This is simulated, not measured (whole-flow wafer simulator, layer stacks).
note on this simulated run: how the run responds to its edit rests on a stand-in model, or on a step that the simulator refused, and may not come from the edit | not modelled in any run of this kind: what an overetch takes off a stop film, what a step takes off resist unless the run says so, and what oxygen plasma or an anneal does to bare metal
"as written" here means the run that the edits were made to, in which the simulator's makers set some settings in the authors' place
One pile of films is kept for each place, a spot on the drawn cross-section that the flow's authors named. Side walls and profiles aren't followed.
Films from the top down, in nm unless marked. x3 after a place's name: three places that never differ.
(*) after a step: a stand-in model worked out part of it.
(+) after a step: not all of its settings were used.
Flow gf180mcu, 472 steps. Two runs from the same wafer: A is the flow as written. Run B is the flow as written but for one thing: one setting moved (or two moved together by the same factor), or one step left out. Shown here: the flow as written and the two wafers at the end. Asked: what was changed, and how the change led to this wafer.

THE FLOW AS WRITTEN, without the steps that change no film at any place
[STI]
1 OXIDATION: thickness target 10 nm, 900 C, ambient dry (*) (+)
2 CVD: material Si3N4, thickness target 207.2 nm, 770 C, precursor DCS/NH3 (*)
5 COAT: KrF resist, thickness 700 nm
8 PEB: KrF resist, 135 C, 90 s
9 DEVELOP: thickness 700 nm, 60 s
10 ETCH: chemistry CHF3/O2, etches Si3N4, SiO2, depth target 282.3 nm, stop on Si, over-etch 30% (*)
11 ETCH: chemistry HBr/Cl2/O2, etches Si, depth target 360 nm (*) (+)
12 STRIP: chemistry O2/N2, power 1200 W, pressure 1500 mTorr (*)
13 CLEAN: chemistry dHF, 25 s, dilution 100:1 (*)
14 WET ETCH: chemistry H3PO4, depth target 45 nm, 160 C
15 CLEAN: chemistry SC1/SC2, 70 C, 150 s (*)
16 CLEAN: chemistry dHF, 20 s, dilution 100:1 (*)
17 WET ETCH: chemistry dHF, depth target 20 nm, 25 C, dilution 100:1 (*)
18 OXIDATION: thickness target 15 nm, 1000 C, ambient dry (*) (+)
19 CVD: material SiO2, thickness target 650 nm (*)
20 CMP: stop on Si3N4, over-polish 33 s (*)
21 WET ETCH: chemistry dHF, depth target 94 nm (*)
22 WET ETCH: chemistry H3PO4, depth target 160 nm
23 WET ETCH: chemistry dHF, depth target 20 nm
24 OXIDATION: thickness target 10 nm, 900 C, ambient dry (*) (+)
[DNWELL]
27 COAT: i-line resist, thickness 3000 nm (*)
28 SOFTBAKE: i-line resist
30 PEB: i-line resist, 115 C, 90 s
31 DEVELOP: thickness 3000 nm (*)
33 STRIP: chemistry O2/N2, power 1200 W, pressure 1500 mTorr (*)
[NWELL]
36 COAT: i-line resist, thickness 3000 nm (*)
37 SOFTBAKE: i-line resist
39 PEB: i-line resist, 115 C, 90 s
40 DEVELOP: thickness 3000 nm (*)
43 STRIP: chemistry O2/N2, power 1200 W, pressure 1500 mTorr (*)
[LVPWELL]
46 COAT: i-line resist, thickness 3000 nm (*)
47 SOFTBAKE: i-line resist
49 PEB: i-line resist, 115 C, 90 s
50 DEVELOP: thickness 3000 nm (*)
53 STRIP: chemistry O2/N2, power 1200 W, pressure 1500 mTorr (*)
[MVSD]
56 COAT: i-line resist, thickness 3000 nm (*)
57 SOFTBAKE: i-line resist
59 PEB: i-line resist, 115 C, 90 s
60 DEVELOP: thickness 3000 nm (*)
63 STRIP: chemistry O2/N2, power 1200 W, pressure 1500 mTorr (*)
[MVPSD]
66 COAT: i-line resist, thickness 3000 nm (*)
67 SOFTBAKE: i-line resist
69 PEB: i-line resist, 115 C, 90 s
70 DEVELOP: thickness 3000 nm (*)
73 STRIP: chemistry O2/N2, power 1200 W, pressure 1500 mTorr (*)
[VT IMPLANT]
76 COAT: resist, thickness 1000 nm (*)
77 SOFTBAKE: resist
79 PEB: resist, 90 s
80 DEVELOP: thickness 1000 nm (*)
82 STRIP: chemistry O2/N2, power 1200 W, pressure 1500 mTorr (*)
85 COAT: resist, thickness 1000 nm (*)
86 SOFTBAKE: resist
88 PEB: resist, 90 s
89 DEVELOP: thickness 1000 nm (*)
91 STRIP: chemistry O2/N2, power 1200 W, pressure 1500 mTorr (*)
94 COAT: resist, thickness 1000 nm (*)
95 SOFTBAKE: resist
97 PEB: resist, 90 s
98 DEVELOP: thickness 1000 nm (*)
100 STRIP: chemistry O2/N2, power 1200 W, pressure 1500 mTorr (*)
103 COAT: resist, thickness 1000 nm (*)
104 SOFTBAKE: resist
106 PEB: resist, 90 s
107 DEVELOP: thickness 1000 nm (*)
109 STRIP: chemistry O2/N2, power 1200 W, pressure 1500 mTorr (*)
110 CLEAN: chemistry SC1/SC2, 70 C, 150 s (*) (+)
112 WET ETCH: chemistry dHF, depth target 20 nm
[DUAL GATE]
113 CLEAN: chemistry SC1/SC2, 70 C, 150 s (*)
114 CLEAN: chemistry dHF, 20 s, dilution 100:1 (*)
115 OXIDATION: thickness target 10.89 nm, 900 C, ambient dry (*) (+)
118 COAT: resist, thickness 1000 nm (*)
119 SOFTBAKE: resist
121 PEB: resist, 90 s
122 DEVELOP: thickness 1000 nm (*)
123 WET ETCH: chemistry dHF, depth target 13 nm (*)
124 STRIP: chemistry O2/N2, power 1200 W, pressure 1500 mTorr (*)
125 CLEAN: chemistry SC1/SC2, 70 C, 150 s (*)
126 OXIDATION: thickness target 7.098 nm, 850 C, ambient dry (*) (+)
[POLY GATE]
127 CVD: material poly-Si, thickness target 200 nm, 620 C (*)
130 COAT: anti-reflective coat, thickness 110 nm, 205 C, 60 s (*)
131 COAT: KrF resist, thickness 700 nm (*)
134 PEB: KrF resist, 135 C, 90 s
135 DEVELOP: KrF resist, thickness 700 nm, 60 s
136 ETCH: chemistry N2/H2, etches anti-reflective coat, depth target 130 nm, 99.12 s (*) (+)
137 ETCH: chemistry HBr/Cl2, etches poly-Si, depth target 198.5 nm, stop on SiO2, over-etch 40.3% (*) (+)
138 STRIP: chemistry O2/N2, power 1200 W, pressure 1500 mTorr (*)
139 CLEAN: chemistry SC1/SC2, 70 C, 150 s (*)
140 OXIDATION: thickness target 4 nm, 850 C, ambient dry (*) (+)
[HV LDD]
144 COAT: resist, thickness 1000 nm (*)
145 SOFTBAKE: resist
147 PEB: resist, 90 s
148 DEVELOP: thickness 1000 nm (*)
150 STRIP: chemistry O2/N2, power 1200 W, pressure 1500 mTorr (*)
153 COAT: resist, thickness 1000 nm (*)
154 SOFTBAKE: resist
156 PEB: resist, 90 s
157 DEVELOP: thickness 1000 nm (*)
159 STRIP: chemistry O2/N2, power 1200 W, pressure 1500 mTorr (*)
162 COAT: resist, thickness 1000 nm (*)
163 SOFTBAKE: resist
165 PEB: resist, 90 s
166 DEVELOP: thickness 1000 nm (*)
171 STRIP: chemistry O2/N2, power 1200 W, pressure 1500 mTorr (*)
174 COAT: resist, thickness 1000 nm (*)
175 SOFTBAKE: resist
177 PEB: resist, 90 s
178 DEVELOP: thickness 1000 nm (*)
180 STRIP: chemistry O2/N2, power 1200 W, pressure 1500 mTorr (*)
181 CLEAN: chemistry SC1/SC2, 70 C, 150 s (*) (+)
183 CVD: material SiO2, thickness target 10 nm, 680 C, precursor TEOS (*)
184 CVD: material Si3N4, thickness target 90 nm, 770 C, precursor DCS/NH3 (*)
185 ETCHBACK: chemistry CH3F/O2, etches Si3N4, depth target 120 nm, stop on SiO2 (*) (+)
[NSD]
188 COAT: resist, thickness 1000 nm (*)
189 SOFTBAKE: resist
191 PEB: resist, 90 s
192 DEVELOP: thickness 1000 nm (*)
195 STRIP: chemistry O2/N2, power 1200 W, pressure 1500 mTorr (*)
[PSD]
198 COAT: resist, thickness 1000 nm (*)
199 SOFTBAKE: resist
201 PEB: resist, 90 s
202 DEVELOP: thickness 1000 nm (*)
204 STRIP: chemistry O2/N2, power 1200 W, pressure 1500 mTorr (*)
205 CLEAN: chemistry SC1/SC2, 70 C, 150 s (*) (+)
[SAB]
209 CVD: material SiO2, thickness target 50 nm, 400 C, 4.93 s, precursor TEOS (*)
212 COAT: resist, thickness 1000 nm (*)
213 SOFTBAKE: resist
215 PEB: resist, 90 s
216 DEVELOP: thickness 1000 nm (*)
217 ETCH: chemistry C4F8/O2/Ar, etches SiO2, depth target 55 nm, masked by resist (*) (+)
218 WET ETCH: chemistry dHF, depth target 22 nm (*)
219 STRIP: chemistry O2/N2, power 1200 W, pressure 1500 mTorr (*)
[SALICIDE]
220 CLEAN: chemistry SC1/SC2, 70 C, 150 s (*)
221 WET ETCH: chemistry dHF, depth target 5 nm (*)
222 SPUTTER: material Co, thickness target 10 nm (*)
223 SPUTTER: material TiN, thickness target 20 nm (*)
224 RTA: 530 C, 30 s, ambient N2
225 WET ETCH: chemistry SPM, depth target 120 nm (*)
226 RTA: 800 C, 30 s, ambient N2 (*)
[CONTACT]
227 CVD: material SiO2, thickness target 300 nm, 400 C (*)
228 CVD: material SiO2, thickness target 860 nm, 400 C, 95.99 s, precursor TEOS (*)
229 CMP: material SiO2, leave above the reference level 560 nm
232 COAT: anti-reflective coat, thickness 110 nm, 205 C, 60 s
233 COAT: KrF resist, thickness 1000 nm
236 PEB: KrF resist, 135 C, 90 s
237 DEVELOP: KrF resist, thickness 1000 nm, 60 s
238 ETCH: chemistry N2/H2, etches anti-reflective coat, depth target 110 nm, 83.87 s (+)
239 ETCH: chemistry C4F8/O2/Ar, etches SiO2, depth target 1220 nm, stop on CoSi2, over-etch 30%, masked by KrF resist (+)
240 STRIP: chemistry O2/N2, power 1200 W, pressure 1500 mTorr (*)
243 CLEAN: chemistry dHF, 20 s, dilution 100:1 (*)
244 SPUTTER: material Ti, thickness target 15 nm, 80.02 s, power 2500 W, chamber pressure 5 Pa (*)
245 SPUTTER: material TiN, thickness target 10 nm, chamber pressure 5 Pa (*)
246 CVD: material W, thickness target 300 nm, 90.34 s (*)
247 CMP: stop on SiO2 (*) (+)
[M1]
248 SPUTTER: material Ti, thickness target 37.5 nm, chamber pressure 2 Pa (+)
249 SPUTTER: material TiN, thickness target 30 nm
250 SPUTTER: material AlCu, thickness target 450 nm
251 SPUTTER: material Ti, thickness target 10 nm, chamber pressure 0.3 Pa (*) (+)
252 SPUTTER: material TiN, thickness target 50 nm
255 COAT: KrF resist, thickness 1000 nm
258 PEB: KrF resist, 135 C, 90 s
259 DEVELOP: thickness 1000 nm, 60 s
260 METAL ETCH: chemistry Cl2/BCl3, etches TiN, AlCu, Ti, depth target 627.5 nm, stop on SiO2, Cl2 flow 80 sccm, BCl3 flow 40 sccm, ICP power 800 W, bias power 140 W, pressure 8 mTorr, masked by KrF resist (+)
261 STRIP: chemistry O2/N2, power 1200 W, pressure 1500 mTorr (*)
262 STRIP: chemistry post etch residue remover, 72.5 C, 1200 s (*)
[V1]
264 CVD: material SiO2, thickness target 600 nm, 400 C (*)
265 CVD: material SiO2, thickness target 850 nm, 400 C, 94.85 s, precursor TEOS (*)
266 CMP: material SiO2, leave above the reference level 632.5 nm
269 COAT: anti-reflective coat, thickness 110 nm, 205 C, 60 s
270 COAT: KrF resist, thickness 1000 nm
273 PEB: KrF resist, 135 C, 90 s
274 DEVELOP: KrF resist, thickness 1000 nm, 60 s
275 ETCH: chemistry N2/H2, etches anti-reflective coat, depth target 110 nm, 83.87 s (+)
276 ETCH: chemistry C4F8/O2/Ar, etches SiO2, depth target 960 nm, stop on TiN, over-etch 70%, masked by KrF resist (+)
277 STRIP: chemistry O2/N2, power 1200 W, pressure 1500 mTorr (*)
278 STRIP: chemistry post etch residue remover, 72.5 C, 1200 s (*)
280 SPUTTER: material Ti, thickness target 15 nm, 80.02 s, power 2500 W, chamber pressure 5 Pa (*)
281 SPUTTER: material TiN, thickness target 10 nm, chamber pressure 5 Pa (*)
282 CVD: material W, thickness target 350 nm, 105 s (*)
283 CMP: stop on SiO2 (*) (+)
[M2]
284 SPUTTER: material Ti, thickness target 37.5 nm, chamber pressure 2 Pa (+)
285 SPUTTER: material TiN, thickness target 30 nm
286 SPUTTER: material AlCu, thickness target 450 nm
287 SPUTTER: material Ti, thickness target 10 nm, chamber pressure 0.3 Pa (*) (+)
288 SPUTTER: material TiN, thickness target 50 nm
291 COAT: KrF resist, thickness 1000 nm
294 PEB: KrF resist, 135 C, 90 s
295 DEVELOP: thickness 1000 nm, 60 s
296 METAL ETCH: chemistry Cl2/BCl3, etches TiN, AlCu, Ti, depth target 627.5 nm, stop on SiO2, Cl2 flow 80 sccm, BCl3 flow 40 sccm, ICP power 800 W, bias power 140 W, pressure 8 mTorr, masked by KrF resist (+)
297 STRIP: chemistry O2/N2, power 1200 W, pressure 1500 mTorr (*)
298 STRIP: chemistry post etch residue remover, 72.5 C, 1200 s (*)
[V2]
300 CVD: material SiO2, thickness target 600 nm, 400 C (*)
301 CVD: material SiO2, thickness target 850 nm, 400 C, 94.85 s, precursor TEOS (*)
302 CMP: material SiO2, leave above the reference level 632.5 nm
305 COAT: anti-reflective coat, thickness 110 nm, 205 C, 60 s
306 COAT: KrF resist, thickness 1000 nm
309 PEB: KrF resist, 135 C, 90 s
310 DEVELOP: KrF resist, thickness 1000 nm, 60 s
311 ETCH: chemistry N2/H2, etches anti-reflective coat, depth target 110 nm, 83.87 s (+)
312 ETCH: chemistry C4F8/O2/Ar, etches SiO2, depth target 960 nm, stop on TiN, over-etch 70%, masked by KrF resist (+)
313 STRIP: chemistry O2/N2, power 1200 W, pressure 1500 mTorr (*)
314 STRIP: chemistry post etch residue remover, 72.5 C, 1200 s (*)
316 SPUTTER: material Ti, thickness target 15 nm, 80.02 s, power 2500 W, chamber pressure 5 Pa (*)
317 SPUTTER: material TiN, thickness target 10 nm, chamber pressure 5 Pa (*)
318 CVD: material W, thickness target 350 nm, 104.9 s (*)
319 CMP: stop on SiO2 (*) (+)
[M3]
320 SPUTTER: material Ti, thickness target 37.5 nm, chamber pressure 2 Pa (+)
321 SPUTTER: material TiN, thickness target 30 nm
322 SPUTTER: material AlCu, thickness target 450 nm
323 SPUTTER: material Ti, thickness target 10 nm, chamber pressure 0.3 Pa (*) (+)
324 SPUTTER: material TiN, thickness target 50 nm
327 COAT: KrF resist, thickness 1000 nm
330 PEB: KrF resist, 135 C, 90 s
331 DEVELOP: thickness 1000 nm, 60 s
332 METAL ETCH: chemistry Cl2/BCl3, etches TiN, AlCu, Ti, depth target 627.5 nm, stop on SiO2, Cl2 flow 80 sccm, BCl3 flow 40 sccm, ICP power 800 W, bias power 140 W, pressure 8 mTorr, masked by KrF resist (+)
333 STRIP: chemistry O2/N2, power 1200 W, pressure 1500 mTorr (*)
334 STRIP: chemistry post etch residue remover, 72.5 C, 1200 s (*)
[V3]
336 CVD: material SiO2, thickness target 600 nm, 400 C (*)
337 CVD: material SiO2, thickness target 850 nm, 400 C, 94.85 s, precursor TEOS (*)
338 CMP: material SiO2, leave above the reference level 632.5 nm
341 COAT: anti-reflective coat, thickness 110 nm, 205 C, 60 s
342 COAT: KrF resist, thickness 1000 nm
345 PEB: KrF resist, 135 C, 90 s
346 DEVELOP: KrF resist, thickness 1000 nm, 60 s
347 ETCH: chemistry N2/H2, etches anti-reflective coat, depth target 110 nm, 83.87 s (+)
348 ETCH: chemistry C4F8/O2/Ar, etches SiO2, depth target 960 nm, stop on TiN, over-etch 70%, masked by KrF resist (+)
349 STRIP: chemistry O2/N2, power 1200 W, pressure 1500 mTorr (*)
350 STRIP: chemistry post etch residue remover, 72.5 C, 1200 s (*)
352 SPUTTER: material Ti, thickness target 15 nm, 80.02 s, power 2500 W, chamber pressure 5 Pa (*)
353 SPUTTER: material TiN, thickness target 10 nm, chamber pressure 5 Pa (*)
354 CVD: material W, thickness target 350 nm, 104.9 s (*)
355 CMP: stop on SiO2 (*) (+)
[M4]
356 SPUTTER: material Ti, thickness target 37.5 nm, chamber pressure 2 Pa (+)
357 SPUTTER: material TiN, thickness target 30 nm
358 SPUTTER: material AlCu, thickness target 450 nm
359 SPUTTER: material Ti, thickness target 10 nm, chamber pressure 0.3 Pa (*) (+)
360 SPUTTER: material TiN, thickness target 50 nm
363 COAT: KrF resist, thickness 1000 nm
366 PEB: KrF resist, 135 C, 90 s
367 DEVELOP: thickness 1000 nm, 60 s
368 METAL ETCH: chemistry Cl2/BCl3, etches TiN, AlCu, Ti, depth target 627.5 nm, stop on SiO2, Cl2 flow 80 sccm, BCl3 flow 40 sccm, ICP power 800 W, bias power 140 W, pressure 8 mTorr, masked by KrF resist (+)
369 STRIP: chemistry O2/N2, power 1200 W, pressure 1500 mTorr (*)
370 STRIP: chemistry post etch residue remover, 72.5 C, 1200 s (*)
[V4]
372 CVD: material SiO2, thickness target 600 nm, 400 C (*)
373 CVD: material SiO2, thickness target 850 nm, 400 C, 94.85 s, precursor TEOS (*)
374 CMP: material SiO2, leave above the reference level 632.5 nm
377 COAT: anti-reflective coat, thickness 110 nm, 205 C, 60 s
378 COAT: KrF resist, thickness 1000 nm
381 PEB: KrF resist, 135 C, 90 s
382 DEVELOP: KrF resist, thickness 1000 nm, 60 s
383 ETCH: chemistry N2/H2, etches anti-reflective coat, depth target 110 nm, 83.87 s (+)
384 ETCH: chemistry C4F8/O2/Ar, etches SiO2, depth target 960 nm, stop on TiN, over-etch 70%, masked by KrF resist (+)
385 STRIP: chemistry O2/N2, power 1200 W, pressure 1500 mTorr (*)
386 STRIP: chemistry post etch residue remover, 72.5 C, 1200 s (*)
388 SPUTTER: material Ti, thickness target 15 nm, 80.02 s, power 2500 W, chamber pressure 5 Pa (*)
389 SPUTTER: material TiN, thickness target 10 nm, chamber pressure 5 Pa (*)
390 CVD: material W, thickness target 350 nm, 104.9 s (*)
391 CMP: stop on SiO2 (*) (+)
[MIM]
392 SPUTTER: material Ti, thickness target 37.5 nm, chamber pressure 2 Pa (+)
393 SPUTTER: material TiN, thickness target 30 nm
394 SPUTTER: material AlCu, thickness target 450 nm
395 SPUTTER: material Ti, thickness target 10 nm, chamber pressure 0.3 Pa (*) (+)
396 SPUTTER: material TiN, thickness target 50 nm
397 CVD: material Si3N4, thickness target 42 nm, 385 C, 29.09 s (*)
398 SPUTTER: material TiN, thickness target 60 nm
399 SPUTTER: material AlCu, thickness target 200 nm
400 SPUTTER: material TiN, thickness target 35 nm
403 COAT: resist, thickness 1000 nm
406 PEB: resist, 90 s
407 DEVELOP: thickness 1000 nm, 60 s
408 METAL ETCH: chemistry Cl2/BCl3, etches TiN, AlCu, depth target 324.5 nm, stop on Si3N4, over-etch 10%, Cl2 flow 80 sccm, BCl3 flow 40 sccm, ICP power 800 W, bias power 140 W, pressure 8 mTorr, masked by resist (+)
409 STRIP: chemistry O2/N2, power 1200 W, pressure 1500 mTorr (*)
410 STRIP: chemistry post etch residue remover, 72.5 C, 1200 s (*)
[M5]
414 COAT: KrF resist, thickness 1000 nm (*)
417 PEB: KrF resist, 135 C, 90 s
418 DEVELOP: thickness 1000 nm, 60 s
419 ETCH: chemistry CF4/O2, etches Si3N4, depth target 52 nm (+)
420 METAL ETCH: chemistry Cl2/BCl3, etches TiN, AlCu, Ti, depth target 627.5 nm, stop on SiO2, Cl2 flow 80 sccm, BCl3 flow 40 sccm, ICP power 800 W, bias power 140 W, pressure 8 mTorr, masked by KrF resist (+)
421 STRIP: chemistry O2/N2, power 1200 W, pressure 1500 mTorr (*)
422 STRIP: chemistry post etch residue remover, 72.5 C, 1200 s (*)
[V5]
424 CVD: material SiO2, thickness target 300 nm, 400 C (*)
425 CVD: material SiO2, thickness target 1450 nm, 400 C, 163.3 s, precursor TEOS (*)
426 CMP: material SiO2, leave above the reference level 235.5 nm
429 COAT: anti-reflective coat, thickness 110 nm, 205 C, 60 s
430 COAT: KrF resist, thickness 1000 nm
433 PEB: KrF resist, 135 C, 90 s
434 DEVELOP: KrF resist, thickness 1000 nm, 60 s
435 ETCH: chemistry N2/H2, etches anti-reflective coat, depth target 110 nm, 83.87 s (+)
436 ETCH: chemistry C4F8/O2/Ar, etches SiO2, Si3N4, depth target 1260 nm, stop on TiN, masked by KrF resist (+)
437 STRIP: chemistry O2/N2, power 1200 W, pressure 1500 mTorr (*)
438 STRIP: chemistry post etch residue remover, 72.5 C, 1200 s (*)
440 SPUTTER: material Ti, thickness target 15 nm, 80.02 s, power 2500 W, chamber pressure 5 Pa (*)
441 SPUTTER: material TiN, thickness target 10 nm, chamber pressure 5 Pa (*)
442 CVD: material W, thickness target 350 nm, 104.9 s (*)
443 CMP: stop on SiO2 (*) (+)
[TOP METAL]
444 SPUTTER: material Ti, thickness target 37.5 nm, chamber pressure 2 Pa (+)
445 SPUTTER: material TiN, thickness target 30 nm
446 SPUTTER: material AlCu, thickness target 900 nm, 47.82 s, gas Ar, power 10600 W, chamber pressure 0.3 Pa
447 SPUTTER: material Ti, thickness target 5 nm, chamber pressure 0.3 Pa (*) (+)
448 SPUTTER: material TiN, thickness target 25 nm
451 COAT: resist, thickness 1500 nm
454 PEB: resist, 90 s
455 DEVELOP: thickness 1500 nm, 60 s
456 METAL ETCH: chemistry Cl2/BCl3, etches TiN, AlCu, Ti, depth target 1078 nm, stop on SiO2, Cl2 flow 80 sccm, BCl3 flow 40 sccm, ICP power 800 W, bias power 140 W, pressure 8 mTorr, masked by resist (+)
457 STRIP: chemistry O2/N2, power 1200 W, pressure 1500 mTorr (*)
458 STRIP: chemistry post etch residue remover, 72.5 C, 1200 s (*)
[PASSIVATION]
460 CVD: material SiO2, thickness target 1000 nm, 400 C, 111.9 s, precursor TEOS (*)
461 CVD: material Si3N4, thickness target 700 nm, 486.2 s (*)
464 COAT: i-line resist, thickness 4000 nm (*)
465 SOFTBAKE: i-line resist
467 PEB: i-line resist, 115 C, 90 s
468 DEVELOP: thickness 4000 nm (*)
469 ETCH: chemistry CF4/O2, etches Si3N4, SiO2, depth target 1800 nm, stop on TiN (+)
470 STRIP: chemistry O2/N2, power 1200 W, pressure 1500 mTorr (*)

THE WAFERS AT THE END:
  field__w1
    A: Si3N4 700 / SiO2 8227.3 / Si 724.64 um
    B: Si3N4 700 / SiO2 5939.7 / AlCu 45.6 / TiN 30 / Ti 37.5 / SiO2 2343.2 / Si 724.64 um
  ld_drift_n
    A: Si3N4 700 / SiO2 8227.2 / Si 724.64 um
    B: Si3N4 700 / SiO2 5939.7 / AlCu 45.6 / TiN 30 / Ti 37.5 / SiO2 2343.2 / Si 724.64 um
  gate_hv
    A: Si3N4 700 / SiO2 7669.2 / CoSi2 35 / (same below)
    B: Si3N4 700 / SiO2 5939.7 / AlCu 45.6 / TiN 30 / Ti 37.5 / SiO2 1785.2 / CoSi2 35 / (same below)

The cause: step 286, SPUTTER: thickness target 618.8 nm was run, where the flow has thickness target 450 nm.

How the change led to this, step by step:
  286 SPUTTER: material AlCu, thickness target 450 nm
      field, field__w1, field__w2 and 108 more: A AlCu +450 (new film) | B AlCu +618.8 (new film)
  296 METAL ETCH: chemistry Cl2/BCl3, etches TiN, AlCu, Ti, depth target 627.5 nm, stop on SiO2, Cl2 flow 80 sccm, BCl3 flow 40 sccm, ICP power 800 W, bias power 140 W, pressure 8 mTorr, masked by KrF resist (+)
      field, field__w1, field__w2 and 103 more: A TiN -50 (all of it), Ti -10 (all of it), AlCu -450 (all of it), TiN -30 (all of it), Ti -37.5 (all of it) | B TiN -50 (all of it), Ti -10 (all of it), AlCu -567.5
  298 STRIP: chemistry post etch residue remover, 72.5 C, 1200 s (*)
      field, field__w1, field__w2 and 103 more: A nothing | B AlCu -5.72
  300 CVD: material SiO2, thickness target 600 nm, 400 C (*)
      field, field__w1, field__w2 and 103 more: A SiO2 +600 | B SiO2 +600 (new film)
  302 CMP: material SiO2, leave above the reference level 632.5 nm
      field, field__w1, field__w2 and 103 more: A SiO2 -300 | B SiO2 -244.3
Counting metal films that touch as one body, field__w1 has 1 body; the flow as written gives 0 bodies.
Counting metal films that touch as one body, ld_drift_n has 1 body; the flow as written gives 0 bodies.
Counting metal films that touch as one body, gate_hv has 2 bodies (between them, from the top down: SiO2 1785.2); the flow as written gives 1 body.
